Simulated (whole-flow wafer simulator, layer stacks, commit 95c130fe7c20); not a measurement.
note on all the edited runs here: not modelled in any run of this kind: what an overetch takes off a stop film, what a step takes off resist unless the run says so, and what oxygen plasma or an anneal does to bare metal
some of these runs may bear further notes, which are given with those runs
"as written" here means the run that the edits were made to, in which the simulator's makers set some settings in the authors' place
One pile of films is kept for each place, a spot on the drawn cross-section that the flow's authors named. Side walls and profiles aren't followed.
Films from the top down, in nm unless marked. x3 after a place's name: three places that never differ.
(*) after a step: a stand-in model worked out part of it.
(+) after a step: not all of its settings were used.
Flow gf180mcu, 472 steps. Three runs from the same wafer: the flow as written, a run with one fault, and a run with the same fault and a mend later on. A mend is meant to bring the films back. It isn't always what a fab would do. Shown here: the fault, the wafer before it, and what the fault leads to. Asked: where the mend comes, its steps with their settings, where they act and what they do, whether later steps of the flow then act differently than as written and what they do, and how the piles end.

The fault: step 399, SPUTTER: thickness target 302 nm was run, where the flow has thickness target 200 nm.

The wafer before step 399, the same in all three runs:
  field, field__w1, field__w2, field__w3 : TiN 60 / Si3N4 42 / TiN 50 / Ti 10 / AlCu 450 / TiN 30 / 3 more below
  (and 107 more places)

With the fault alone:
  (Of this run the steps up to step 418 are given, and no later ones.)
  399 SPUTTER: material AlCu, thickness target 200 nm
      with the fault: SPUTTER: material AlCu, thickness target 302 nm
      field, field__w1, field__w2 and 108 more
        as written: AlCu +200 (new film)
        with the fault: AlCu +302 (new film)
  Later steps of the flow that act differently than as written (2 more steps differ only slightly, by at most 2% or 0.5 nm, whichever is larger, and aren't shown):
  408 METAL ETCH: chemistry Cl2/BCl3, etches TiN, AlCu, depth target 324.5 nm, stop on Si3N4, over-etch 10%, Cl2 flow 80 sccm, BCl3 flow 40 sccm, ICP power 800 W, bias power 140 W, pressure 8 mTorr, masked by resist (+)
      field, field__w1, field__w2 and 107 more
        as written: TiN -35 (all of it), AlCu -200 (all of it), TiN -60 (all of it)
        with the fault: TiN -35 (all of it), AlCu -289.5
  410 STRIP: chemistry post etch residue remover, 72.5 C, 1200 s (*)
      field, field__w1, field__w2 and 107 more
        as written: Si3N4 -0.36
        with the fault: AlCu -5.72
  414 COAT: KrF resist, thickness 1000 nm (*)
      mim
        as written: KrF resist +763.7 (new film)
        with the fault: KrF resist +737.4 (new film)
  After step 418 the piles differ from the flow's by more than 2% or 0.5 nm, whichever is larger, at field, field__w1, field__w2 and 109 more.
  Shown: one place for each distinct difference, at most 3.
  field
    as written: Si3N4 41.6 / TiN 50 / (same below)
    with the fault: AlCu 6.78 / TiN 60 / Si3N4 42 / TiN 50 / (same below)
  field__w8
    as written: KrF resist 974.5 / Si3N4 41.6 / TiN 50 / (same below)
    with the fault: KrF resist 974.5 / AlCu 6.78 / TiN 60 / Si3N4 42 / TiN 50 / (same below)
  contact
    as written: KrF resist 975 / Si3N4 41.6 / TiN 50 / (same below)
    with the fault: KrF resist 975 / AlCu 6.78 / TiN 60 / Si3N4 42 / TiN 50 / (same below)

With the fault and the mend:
  The mend comes after step 399.
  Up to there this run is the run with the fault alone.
  399a METAL ETCH: chemistry Cl2/BCl3, etches TiN, AlCu, Ti, depth target 102 nm, Cl2 flow 80 sccm, BCl3 flow 40 sccm, ICP power 800 W, bias power 140 W, pressure 8 mTorr (the flow's step 260 once more, with other settings)
      field, field__w1, field__w2 and 108 more
        AlCu -102
  No later step of the flow acts differently than as written at any place that is followed.
  At the end the piles are the same as the flow's at every place that both follow.
